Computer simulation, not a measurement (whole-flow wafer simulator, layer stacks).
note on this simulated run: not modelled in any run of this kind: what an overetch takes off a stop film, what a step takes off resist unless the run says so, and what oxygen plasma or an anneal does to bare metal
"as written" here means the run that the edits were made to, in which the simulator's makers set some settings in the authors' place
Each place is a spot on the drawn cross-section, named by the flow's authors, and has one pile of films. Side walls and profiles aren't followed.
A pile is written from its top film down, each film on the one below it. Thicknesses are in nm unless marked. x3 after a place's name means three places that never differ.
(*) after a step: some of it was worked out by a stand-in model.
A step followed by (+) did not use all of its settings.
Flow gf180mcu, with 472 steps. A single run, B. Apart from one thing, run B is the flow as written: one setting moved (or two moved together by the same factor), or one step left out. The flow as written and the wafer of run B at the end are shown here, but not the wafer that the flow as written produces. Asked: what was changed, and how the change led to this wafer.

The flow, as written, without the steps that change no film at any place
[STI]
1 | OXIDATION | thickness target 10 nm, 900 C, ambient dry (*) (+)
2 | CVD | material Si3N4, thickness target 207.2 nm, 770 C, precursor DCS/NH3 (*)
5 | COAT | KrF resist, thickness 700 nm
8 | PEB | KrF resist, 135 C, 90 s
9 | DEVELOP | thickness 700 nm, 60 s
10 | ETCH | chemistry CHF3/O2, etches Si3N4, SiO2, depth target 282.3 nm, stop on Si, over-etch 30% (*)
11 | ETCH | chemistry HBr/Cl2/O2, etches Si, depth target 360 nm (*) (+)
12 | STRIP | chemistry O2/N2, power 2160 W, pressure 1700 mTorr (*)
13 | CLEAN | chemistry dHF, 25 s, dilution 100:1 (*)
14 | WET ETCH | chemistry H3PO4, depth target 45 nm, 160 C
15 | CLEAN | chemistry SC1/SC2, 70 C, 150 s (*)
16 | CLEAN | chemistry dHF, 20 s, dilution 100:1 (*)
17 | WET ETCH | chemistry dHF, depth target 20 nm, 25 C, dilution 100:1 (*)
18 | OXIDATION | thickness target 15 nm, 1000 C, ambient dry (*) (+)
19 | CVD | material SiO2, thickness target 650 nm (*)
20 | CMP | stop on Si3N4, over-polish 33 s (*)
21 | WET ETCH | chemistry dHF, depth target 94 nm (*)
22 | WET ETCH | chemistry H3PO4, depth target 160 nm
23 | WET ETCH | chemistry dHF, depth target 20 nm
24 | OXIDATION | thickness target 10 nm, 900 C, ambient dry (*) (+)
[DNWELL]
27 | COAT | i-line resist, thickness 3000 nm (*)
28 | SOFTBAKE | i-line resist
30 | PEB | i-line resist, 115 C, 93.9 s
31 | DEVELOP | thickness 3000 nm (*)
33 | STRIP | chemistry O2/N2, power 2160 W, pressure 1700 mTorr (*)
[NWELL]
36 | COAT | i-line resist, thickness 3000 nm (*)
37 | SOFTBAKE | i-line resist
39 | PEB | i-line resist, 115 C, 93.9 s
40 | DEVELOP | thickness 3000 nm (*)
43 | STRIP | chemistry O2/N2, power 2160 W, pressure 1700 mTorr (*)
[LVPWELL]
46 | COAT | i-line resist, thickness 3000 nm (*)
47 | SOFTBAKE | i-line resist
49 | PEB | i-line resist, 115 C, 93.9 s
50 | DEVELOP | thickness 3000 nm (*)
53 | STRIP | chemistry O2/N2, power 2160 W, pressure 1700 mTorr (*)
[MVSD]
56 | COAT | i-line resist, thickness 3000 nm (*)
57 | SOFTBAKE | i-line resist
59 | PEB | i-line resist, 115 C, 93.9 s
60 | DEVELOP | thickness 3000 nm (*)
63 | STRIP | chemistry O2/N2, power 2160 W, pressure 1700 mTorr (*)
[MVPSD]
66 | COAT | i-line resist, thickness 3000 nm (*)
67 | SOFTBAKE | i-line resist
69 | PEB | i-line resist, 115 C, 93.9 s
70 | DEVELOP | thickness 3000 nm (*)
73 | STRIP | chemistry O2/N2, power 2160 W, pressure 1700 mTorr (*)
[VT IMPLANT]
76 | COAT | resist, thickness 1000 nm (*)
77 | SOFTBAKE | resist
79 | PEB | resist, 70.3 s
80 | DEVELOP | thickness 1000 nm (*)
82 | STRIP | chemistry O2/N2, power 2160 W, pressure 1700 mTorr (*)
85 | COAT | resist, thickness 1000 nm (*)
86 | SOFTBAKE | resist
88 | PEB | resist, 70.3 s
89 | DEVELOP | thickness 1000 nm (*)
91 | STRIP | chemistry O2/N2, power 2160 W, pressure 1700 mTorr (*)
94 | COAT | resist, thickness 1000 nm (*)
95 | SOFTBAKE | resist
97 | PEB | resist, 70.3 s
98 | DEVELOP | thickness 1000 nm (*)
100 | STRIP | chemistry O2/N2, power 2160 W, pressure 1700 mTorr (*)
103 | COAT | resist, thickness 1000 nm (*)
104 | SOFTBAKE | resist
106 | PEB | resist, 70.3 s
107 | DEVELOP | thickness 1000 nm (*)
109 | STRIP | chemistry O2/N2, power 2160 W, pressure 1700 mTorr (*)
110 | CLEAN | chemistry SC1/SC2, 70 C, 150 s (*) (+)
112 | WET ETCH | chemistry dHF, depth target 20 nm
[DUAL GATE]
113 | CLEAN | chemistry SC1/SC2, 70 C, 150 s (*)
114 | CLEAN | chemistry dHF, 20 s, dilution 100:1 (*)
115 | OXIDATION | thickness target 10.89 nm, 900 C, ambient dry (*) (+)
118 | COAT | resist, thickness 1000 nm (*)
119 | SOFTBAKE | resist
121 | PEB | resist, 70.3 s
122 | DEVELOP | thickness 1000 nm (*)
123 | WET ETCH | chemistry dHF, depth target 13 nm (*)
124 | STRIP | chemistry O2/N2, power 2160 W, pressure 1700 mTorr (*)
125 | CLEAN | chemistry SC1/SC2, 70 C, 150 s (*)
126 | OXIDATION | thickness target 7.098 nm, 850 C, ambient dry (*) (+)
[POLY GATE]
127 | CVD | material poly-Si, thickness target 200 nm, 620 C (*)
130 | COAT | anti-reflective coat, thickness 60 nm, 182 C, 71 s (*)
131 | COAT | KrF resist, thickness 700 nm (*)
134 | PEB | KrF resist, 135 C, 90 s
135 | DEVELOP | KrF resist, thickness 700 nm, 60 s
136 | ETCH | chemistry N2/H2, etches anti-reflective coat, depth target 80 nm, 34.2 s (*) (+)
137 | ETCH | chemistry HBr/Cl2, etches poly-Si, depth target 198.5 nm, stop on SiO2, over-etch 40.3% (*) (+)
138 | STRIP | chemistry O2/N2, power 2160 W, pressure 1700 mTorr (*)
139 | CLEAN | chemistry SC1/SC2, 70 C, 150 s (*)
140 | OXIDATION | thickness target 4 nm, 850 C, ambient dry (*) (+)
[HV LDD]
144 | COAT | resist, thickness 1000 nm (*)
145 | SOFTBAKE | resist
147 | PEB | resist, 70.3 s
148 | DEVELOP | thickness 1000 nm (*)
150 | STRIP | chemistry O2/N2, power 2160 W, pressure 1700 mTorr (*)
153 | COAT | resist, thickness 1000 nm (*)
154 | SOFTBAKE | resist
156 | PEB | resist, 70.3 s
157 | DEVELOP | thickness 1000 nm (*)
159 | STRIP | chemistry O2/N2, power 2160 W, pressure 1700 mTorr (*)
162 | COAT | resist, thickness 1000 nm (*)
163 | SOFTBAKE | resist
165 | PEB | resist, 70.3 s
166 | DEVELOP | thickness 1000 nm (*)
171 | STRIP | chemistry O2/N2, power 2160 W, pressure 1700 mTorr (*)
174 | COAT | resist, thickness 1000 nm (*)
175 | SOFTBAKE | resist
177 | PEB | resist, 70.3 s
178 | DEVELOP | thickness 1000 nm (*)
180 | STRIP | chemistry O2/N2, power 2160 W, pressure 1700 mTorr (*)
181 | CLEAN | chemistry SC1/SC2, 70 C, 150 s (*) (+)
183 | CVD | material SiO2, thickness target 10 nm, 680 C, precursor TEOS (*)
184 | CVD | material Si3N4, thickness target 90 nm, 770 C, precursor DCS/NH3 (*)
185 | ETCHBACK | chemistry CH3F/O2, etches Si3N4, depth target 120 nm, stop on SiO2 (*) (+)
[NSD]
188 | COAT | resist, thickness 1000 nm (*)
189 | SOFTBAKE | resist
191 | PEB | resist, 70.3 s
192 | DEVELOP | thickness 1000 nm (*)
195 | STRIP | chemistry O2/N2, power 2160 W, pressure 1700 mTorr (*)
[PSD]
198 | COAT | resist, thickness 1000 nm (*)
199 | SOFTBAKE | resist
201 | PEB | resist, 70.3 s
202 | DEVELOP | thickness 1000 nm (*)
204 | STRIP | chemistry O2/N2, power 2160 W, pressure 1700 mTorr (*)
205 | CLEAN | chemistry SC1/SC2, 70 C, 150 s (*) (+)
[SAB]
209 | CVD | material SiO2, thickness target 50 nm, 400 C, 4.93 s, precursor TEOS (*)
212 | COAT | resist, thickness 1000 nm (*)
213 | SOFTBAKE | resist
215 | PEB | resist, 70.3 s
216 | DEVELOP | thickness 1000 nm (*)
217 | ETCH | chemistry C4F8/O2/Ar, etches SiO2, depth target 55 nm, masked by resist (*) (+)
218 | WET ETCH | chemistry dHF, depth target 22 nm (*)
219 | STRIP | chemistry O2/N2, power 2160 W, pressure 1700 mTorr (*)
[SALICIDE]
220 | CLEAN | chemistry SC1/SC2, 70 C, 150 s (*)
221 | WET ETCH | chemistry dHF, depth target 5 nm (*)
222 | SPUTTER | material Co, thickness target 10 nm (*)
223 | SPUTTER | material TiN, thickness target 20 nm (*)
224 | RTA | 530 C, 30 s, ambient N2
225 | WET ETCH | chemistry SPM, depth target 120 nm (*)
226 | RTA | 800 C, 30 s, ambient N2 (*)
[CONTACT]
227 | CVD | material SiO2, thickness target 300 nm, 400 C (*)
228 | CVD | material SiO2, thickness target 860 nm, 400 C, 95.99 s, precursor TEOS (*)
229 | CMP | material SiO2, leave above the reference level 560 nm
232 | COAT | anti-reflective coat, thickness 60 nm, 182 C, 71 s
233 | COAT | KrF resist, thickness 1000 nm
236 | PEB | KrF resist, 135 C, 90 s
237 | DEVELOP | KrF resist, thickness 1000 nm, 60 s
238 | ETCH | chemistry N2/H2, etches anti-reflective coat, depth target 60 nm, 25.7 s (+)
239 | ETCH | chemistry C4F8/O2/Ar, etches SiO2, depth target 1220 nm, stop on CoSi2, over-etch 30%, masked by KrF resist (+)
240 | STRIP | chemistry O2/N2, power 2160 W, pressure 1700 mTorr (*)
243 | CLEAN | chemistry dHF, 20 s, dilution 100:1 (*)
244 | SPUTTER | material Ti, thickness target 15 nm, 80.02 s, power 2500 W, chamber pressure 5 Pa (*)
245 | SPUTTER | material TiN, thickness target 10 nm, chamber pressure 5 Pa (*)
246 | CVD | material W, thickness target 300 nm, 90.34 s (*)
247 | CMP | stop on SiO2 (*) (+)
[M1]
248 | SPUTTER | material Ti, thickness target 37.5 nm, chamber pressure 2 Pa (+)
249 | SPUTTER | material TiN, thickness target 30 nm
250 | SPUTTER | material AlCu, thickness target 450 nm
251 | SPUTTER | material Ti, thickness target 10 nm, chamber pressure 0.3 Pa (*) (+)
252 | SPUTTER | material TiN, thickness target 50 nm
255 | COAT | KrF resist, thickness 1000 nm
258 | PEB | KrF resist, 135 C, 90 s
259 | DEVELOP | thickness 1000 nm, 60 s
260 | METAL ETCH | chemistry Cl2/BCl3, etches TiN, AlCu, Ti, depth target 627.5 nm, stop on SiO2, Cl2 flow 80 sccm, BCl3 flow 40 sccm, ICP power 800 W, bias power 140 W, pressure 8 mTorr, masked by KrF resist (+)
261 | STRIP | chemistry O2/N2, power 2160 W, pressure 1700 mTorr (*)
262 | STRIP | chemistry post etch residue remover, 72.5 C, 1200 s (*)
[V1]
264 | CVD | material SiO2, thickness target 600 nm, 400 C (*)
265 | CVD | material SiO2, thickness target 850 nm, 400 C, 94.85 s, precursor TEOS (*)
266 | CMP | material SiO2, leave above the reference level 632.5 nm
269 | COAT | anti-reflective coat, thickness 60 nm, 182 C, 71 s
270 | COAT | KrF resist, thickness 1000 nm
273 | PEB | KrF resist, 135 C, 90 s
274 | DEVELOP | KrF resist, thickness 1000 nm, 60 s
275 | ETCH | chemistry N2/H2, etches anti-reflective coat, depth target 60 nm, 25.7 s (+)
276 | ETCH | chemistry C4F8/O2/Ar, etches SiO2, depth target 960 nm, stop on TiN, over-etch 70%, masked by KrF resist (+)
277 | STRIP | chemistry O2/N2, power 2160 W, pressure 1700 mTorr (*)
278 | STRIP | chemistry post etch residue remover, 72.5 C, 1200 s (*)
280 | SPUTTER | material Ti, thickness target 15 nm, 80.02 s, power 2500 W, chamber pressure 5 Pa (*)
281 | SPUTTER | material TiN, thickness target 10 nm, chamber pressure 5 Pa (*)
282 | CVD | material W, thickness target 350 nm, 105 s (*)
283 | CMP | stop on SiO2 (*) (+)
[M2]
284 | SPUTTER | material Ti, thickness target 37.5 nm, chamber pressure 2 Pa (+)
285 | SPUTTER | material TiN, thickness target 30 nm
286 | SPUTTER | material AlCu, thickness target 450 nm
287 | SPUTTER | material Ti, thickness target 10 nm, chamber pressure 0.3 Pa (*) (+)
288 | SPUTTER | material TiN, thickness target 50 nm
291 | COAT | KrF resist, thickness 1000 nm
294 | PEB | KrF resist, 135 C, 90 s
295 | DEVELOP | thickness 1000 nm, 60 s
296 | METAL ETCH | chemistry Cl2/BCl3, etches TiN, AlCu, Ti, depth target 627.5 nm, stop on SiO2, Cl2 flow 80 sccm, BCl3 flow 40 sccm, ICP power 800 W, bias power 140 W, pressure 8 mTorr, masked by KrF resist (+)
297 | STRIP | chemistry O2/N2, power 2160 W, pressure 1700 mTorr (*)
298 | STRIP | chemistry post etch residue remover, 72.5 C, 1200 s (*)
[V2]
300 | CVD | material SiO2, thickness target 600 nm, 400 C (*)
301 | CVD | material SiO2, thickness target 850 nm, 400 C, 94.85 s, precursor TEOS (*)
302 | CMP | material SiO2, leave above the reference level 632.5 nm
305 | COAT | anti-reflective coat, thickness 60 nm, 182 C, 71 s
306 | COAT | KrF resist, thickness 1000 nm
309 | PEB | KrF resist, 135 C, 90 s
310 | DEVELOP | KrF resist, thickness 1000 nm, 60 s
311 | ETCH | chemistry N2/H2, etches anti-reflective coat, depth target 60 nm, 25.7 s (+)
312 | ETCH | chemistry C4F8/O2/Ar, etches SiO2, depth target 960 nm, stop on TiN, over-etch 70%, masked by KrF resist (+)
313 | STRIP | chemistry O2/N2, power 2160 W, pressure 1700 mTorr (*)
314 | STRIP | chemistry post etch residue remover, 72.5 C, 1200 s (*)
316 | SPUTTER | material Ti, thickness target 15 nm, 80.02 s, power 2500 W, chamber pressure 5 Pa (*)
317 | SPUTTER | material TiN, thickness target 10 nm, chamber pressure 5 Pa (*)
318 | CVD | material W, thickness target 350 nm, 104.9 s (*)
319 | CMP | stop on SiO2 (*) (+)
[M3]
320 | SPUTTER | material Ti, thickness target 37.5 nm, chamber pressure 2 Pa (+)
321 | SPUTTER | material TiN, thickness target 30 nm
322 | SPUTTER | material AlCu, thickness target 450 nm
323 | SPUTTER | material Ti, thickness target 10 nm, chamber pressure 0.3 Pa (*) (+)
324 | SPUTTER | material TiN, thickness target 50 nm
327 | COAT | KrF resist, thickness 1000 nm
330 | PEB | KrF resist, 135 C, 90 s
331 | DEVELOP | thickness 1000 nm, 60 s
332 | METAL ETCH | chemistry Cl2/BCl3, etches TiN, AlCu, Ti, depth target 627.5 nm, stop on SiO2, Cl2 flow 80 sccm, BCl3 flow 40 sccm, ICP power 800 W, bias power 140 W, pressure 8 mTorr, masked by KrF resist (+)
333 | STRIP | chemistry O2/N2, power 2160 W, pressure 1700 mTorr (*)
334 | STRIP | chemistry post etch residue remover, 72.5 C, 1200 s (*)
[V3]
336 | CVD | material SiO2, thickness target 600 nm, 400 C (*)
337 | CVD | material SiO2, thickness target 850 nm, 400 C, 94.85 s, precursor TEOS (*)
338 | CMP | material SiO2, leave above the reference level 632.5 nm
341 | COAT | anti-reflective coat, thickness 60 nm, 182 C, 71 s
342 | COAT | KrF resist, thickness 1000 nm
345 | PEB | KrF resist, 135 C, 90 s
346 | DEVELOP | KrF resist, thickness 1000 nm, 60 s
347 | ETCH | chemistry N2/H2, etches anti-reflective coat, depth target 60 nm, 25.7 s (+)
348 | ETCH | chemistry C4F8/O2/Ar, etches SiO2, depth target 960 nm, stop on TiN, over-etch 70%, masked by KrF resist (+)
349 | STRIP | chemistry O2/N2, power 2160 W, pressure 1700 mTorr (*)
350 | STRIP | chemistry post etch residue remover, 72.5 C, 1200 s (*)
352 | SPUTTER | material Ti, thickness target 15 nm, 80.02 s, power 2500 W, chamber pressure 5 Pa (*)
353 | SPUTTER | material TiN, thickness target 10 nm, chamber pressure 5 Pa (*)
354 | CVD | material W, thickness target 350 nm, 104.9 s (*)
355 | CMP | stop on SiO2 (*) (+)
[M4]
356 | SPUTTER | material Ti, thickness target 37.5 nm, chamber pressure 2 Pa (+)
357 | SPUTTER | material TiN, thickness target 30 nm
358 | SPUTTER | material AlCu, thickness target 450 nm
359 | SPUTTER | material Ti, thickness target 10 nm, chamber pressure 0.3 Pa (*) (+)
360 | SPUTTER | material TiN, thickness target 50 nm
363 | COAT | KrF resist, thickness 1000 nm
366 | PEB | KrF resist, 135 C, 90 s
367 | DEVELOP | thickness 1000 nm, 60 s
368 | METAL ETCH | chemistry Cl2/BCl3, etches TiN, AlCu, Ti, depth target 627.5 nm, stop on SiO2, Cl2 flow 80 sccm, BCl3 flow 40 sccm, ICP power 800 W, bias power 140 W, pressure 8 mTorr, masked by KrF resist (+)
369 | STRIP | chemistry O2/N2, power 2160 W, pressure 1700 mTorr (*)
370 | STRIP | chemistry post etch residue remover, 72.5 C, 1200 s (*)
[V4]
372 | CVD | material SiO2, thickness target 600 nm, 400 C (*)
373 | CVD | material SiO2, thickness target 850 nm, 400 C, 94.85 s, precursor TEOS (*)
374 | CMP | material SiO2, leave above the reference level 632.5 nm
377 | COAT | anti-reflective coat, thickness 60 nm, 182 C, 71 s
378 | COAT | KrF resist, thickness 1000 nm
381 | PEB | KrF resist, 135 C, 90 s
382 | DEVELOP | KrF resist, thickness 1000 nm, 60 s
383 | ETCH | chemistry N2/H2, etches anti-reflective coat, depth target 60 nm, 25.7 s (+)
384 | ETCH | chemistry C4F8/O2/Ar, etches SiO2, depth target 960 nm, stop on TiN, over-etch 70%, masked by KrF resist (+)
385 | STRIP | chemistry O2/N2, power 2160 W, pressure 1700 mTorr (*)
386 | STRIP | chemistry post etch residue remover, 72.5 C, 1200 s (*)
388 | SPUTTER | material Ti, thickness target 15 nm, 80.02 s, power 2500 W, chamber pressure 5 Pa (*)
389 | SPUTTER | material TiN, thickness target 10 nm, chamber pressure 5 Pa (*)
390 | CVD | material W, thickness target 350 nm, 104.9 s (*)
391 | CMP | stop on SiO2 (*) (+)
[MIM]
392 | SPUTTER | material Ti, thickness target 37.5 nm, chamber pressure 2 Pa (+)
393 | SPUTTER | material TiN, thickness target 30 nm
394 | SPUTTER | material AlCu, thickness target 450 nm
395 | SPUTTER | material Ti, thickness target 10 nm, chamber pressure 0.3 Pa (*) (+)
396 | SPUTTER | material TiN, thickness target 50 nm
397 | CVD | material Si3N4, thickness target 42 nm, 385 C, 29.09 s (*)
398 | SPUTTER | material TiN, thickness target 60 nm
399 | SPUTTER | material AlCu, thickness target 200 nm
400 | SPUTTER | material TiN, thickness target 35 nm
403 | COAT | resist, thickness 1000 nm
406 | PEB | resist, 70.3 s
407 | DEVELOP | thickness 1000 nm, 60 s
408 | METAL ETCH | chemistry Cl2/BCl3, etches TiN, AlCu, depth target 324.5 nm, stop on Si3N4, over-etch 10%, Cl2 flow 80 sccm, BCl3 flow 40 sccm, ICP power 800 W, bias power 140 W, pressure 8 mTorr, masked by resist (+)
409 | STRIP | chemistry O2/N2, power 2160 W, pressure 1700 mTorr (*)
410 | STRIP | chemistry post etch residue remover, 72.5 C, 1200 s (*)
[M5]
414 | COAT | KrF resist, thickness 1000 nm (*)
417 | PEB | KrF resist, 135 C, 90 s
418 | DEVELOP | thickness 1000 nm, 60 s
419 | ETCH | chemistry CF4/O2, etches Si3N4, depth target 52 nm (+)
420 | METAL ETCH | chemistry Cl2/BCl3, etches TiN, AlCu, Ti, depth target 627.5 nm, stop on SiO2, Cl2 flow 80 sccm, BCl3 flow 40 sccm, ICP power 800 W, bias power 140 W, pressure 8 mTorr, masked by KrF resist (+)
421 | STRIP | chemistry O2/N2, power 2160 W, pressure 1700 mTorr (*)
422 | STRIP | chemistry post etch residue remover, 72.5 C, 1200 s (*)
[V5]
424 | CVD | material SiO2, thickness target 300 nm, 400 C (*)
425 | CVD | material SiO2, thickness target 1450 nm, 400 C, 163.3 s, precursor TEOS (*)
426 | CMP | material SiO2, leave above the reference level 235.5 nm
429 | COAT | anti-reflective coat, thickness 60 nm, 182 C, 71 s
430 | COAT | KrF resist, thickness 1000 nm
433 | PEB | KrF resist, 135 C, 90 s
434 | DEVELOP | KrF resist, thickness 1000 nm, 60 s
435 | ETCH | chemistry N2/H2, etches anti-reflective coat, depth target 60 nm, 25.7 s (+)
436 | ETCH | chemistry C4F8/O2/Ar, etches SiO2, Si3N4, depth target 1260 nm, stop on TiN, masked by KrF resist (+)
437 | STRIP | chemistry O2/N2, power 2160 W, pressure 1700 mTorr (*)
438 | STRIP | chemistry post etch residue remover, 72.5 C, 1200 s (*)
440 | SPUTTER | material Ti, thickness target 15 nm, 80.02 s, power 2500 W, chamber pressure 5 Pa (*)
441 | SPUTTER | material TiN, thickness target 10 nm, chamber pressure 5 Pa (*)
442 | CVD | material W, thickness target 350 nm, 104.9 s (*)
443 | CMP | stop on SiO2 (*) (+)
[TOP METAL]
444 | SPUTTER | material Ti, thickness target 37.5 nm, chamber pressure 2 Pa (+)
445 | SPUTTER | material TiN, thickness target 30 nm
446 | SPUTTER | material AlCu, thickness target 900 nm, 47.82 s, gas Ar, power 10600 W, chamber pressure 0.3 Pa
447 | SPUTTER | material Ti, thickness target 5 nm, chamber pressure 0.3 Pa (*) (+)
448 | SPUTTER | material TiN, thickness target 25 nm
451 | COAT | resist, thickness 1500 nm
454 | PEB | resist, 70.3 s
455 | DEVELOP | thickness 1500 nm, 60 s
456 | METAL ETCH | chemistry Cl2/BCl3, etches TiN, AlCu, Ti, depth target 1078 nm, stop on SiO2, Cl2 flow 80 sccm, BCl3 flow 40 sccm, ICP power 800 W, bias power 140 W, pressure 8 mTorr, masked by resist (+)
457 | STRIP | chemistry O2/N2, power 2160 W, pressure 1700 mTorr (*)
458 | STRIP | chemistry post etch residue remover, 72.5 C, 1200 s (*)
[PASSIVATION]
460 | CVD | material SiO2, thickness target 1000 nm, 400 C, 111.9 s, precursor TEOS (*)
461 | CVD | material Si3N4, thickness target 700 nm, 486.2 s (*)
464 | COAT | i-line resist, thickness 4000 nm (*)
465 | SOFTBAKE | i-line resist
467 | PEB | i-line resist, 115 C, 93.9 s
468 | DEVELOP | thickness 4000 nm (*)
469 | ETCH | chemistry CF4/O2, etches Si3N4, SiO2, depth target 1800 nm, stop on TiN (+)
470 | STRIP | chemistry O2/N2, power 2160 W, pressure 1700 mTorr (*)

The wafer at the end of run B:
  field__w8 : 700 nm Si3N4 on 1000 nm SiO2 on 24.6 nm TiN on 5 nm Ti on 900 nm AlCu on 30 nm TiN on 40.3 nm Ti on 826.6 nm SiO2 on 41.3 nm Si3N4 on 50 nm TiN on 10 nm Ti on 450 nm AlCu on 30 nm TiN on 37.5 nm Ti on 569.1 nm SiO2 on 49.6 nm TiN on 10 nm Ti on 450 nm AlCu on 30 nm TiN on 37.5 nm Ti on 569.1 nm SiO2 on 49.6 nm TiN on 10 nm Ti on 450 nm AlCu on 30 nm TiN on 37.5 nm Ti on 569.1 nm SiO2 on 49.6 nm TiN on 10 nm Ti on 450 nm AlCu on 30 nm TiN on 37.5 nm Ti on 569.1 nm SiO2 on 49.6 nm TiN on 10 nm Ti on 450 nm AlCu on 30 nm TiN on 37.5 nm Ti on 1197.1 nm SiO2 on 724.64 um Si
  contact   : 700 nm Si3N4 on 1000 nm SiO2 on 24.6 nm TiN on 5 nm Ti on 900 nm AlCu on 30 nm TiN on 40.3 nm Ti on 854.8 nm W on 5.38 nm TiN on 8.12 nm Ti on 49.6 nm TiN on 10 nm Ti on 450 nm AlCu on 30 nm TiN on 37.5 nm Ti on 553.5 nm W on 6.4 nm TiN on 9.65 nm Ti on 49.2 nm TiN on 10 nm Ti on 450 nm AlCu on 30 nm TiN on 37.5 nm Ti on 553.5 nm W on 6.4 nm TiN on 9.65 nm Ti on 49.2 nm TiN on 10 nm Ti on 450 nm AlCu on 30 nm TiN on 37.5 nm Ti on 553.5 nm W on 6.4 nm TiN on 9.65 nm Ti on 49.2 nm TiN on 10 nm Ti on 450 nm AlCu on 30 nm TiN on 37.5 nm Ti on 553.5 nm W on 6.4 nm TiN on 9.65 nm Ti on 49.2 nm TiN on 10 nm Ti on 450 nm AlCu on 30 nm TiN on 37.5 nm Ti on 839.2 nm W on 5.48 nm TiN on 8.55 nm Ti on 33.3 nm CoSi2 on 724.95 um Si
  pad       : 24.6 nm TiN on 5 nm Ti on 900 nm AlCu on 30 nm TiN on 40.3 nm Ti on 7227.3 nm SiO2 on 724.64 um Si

What caused this: step 444, SPUTTER: thickness target 40.3 nm was run, whereas the flow has thickness target 37.5 nm.
One can read it off the wafer: field__w8 has Ti 40.3, and step 444 as written asks for 37.5 nm.

The path from the change to this, step by step:
  444 | SPUTTER | material Ti, thickness target 37.5 nm, chamber pressure 2 Pa (+)
      field, field__w1, field__w2 and 109 more: +40.3 Ti (new film) (as written it would have been: +37.5 Ti (new film))
  456 | METAL ETCH | chemistry Cl2/BCl3, etches TiN, AlCu, Ti, depth target 1078 nm, stop on SiO2, Cl2 flow 80 sccm, BCl3 flow 40 sccm, ICP power 800 W, bias power 140 W, pressure 8 mTorr, masked by resist (+)
      field, field__w1, field__w2 and 103 more: -25 TiN (all of it), -5 Ti (all of it), -900 AlCu (all of it), -30 TiN (all of it), -40.3 Ti (all of it) (as written it would have been: -25 TiN (all of it), -5 Ti (all of it), -900 AlCu (all of it), -30 TiN (all of it), -37.5 Ti (all of it))
